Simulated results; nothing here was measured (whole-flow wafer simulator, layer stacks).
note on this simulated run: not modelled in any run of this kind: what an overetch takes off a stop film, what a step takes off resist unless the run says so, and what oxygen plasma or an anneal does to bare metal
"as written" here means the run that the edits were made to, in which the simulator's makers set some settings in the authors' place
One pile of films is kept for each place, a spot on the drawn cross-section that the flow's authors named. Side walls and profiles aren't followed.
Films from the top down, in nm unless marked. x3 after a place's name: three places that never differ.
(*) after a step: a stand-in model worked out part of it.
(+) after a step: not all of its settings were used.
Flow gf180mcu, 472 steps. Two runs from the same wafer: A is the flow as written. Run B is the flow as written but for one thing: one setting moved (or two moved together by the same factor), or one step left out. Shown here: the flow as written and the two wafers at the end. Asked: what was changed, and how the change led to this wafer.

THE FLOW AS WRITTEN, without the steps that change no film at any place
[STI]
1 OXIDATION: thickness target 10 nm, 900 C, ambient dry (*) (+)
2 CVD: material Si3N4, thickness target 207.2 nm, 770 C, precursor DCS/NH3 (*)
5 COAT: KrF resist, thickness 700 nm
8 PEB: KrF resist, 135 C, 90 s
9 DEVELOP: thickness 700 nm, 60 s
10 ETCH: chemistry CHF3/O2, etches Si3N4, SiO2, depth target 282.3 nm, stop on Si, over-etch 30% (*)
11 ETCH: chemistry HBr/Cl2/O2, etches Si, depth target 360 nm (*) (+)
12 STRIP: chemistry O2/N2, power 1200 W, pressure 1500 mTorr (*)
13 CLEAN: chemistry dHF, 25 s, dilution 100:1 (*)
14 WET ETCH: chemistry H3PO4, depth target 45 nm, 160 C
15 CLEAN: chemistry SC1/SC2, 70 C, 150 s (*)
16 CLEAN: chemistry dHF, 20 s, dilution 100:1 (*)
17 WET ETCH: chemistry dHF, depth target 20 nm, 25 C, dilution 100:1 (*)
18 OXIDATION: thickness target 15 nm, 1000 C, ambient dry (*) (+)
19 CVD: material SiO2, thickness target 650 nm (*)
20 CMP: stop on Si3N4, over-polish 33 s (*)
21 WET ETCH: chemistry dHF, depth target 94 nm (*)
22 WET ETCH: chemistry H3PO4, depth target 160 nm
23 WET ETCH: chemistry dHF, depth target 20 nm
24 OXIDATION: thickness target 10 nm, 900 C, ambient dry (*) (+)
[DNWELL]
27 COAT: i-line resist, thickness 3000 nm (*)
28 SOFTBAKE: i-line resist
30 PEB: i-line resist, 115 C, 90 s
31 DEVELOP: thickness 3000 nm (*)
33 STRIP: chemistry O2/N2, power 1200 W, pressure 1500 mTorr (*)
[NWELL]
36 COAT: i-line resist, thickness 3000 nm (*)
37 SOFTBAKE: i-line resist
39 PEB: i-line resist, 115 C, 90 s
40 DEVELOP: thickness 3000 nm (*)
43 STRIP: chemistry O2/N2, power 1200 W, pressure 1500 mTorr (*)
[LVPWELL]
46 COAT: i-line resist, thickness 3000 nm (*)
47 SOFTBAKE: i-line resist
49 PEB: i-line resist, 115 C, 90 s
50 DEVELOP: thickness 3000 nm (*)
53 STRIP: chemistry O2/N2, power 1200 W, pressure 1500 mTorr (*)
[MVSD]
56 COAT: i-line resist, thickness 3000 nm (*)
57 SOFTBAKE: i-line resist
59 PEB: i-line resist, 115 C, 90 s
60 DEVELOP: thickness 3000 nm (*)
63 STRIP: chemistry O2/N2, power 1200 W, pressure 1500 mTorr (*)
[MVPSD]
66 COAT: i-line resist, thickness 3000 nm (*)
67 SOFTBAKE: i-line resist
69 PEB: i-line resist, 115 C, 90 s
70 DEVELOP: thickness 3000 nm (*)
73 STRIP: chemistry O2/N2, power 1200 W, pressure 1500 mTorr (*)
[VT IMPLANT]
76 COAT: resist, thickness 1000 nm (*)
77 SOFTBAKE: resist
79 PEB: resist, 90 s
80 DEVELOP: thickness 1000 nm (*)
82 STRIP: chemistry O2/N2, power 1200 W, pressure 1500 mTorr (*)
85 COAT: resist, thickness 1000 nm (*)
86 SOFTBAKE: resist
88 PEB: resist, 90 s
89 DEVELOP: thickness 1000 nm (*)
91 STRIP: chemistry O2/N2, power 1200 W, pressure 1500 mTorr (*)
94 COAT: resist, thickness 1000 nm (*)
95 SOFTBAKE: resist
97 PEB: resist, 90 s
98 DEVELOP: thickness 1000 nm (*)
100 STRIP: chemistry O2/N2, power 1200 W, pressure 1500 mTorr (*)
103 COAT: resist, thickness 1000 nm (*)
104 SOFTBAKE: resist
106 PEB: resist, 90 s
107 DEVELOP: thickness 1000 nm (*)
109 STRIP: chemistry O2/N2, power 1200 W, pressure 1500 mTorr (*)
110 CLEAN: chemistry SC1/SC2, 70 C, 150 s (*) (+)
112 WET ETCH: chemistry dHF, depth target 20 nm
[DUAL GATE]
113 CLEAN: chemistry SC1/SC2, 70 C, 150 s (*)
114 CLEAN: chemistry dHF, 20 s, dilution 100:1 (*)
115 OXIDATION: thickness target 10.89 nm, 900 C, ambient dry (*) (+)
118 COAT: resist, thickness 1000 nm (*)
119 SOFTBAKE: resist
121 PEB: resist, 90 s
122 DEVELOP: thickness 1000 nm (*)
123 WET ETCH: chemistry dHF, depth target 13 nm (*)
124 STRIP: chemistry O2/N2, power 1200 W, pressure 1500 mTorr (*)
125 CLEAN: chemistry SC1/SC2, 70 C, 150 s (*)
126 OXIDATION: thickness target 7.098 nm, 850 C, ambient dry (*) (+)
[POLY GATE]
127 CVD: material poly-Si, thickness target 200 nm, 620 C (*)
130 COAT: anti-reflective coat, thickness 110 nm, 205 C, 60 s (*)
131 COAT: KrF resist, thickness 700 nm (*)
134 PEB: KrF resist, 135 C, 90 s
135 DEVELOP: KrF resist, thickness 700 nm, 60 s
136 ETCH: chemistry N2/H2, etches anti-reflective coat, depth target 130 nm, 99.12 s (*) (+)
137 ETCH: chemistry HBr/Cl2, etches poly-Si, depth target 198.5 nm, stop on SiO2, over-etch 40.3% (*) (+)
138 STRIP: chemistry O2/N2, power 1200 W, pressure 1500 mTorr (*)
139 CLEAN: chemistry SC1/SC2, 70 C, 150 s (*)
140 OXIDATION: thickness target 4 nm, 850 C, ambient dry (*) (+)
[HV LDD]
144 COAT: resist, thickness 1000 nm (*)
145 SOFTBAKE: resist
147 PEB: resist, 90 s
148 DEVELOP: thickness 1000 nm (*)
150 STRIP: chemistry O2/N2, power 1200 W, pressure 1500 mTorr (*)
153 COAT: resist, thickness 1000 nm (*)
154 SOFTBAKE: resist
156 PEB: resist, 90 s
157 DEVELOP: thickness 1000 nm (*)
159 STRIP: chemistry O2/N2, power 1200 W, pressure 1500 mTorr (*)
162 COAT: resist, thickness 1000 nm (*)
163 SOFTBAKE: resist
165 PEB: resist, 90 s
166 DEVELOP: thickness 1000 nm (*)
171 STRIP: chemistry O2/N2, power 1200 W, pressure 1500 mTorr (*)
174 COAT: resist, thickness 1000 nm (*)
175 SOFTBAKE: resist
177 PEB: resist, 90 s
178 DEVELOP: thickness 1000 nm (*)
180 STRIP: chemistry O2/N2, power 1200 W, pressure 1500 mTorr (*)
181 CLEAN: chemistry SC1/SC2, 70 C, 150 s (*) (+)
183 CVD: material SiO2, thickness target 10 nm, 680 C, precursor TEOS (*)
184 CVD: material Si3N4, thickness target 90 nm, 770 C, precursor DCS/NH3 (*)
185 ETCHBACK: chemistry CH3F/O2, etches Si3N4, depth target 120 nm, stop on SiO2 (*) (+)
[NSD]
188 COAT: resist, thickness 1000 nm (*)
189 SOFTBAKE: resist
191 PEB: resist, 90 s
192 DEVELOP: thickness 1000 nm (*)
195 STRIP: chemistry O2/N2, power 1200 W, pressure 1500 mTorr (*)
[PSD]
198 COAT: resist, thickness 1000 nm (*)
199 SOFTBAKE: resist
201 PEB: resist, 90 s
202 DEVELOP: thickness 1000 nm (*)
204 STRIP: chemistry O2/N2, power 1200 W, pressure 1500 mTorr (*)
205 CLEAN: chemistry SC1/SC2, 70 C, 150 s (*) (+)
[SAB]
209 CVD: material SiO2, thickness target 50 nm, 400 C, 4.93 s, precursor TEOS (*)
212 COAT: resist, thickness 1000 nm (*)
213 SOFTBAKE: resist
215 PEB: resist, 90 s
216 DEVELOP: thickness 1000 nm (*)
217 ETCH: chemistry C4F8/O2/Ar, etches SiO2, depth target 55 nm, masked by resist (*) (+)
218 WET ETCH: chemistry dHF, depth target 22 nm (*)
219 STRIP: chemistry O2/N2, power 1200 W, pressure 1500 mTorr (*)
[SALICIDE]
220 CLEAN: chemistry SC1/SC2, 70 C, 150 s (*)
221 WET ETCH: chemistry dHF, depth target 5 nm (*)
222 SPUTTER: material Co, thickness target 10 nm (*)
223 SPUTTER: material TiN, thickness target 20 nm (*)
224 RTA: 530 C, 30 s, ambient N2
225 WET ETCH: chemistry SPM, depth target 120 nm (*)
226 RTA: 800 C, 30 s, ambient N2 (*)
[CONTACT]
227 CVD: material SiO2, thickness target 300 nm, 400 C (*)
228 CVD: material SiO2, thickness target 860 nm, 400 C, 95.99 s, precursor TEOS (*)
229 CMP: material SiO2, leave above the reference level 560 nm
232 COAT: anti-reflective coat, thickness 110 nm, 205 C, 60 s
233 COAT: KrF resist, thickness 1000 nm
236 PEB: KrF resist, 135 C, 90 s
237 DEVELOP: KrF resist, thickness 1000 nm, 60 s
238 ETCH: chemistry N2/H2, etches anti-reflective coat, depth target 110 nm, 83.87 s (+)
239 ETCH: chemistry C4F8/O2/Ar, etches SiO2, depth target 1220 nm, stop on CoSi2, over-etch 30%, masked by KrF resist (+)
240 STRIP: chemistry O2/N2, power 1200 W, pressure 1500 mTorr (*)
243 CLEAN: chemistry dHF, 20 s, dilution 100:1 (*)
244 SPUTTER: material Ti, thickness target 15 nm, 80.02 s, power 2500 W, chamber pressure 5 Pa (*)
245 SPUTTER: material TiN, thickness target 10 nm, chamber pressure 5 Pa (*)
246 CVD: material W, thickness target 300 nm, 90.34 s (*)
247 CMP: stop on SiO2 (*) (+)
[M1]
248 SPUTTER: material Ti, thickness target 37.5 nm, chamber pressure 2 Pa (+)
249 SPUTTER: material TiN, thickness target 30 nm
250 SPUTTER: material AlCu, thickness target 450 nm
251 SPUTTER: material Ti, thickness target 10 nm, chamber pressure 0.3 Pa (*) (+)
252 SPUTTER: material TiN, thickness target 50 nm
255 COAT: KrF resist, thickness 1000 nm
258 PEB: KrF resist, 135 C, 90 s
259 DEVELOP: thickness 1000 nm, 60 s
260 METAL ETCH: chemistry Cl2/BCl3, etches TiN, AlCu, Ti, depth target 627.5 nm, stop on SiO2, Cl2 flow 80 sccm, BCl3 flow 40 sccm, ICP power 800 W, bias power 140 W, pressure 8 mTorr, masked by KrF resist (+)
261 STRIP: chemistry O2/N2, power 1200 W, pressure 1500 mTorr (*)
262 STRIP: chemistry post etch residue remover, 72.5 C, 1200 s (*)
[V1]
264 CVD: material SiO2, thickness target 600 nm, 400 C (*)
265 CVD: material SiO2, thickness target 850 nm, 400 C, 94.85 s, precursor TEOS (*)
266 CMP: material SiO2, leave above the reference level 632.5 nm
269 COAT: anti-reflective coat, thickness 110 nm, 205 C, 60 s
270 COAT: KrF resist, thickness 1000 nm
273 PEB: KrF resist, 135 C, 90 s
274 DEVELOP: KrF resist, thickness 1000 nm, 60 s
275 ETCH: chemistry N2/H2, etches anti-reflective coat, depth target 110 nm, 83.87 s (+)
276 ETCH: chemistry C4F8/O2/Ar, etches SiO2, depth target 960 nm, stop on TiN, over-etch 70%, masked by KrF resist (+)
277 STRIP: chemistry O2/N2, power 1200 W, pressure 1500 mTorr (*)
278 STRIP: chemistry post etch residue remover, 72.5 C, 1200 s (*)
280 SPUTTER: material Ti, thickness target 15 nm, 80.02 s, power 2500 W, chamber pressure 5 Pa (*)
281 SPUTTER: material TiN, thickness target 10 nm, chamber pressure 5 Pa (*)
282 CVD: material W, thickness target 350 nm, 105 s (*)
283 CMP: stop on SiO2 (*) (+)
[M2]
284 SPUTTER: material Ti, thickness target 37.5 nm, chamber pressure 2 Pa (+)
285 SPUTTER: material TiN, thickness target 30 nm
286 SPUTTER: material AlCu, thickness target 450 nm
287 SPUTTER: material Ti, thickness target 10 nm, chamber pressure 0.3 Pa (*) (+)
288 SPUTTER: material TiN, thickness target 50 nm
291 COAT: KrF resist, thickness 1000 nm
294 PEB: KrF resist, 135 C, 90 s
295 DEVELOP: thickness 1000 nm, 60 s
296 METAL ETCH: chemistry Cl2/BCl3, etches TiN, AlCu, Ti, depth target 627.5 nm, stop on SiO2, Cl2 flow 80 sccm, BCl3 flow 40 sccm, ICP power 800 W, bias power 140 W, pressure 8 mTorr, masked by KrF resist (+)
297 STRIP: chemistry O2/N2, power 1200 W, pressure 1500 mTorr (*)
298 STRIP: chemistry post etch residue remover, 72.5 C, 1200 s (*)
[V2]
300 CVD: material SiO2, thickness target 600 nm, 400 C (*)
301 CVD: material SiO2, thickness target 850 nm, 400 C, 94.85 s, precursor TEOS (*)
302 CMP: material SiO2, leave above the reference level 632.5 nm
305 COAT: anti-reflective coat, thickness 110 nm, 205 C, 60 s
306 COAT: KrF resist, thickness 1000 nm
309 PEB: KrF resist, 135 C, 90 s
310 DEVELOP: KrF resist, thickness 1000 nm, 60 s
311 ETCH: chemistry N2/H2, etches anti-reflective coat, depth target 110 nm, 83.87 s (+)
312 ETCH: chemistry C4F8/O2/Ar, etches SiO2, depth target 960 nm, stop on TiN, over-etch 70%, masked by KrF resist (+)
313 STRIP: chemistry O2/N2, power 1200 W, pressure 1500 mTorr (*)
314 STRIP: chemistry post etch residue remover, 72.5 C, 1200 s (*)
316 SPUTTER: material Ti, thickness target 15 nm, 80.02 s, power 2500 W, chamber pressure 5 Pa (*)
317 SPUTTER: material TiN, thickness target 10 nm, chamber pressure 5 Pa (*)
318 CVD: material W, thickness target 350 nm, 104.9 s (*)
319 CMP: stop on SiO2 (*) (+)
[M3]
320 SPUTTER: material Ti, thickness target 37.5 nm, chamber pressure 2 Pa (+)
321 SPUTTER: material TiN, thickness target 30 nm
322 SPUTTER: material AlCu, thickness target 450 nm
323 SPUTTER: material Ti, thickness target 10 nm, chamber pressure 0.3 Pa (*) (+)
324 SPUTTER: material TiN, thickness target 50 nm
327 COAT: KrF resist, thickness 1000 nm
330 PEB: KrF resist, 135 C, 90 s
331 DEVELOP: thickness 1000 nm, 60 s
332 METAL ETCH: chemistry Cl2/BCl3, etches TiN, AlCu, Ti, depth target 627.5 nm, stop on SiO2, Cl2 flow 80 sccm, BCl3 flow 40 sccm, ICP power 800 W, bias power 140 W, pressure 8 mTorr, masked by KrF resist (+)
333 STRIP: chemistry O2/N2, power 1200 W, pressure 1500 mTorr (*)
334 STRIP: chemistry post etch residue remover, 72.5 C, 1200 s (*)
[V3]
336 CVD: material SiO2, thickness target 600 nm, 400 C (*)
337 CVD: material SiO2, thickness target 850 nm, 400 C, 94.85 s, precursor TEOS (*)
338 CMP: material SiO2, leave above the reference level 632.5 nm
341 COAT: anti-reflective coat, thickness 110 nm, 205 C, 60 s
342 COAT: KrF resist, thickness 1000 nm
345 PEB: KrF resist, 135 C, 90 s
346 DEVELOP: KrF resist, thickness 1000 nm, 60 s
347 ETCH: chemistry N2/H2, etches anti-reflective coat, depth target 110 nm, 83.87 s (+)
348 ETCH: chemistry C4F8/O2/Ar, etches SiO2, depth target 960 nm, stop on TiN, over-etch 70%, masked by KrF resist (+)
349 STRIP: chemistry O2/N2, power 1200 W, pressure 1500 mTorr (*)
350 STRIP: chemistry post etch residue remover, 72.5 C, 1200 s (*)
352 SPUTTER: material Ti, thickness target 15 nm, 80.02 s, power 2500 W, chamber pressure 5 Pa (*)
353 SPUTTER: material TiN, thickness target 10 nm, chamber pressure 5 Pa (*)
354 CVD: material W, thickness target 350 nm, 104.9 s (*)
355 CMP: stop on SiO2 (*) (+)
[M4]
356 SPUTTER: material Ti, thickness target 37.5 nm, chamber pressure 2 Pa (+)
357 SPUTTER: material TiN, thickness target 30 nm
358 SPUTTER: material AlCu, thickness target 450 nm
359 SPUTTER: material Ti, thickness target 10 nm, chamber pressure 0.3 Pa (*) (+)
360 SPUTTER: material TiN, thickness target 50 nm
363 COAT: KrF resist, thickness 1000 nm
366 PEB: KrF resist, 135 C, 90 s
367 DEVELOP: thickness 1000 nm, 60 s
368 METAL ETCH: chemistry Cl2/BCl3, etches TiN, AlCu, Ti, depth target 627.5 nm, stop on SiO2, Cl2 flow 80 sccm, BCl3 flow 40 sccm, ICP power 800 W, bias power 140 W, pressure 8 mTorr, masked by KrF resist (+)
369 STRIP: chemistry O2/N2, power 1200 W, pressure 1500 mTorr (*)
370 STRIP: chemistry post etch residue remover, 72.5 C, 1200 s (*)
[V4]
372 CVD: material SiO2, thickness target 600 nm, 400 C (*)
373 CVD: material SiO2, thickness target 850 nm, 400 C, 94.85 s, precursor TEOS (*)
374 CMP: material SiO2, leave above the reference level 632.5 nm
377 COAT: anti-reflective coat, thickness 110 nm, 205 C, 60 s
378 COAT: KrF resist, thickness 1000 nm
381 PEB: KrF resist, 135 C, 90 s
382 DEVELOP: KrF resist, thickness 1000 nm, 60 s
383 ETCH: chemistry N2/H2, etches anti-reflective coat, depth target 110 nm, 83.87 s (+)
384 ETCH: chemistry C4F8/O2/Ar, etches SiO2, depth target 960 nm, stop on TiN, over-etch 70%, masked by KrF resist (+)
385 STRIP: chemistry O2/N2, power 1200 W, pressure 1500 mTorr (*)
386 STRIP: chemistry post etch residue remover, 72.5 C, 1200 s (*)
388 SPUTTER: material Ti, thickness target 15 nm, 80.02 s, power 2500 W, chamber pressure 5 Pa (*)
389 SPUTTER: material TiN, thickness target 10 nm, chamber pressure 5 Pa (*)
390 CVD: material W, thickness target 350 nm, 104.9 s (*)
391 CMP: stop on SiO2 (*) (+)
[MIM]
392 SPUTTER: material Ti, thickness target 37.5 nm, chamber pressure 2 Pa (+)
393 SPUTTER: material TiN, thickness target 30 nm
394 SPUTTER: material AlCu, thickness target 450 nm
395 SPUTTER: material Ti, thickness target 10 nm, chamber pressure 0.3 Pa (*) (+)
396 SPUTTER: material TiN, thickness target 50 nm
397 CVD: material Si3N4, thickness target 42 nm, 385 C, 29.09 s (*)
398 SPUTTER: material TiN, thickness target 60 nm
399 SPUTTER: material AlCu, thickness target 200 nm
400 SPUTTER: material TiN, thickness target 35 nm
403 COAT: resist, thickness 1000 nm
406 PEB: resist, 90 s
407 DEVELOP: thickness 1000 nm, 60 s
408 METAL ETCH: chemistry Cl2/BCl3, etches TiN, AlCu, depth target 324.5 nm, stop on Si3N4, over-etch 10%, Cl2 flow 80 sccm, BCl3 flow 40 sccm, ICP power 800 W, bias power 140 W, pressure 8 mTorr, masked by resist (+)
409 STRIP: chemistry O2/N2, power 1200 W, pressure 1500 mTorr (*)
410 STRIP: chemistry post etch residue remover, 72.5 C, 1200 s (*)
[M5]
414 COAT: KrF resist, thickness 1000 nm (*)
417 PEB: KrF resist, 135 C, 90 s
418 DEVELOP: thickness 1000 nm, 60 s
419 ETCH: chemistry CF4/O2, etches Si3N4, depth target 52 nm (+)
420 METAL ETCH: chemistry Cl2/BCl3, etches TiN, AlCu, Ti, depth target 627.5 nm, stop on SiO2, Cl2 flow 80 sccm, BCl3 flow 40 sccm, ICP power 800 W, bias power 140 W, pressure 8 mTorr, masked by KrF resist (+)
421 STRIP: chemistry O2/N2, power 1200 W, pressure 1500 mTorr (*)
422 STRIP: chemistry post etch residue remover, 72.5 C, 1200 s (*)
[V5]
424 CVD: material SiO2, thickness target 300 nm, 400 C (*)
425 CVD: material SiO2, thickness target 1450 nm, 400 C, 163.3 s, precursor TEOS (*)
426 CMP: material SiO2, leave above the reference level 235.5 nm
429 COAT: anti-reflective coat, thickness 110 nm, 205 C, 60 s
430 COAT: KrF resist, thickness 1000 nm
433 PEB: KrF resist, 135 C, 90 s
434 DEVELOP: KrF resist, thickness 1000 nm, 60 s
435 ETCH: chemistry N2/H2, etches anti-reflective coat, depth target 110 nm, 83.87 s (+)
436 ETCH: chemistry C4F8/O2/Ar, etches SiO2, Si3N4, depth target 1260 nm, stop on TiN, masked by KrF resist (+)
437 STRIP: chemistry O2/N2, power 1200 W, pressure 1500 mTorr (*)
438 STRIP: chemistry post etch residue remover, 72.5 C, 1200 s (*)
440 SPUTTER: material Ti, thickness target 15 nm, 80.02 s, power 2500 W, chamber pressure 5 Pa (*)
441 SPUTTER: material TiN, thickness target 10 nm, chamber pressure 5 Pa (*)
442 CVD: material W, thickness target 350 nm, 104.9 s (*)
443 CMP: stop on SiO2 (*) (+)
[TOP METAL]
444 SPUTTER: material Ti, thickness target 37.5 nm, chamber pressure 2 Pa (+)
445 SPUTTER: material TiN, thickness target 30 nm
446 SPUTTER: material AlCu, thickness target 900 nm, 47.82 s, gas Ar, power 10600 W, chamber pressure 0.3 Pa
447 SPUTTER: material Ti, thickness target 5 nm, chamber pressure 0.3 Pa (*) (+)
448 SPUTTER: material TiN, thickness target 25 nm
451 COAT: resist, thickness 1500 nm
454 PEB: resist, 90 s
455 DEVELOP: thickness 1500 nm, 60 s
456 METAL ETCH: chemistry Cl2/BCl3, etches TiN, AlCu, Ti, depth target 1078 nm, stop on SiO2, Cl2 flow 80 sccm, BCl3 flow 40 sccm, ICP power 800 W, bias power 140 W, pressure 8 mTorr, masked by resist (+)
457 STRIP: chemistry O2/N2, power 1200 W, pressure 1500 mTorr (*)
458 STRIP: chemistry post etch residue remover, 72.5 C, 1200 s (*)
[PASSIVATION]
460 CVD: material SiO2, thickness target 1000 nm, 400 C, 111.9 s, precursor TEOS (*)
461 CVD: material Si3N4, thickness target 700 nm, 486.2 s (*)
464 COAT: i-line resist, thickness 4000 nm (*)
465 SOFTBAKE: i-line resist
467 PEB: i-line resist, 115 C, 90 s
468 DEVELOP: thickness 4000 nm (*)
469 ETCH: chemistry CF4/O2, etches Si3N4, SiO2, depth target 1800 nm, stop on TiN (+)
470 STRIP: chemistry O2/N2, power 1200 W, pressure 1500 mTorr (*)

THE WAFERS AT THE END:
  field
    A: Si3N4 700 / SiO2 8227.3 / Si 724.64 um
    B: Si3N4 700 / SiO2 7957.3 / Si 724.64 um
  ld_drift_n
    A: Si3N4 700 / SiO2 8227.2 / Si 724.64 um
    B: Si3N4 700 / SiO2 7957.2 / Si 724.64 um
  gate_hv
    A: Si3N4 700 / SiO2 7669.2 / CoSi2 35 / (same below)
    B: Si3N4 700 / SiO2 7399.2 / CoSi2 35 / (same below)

The cause: step 358, SPUTTER: thickness target 180 nm was run, where the flow has thickness target 450 nm.

How the change led to this, step by step:
  358 SPUTTER: material AlCu, thickness target 450 nm
      field, field__w1, field__w2 and 108 more: A AlCu +450 (new film) | B AlCu +180 (new film)
  368 METAL ETCH: chemistry Cl2/BCl3, etches TiN, AlCu, Ti, depth target 627.5 nm, stop on SiO2, Cl2 flow 80 sccm, BCl3 flow 40 sccm, ICP power 800 W, bias power 140 W, pressure 8 mTorr, masked by KrF resist (+)
      field, field__w1, field__w2 and 103 more: A TiN -50 (all of it), Ti -10 (all of it), AlCu -450 (all of it), TiN -30 (all of it), Ti -37.5 (all of it) | B TiN -50 (all of it), Ti -10 (all of it), AlCu -180 (all of it), TiN -30 (all of it), Ti -37.5 (all of it)
      field__w8, contact, m1, m1__w1, m1_nw: A KrF resist -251 | B KrF resist -184.5
  369 STRIP: chemistry O2/N2, power 1200 W, pressure 1500 mTorr (*)
      field__w8, contact, m1, m1__w1, m1_nw: A KrF resist -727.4 (all of it) | B KrF resist -793.9 (all of it)
  374 CMP: material SiO2, leave above the reference level 632.5 nm
      field, field__w1, field__w2 and 103 more: A SiO2 -300 | B SiO2 -570
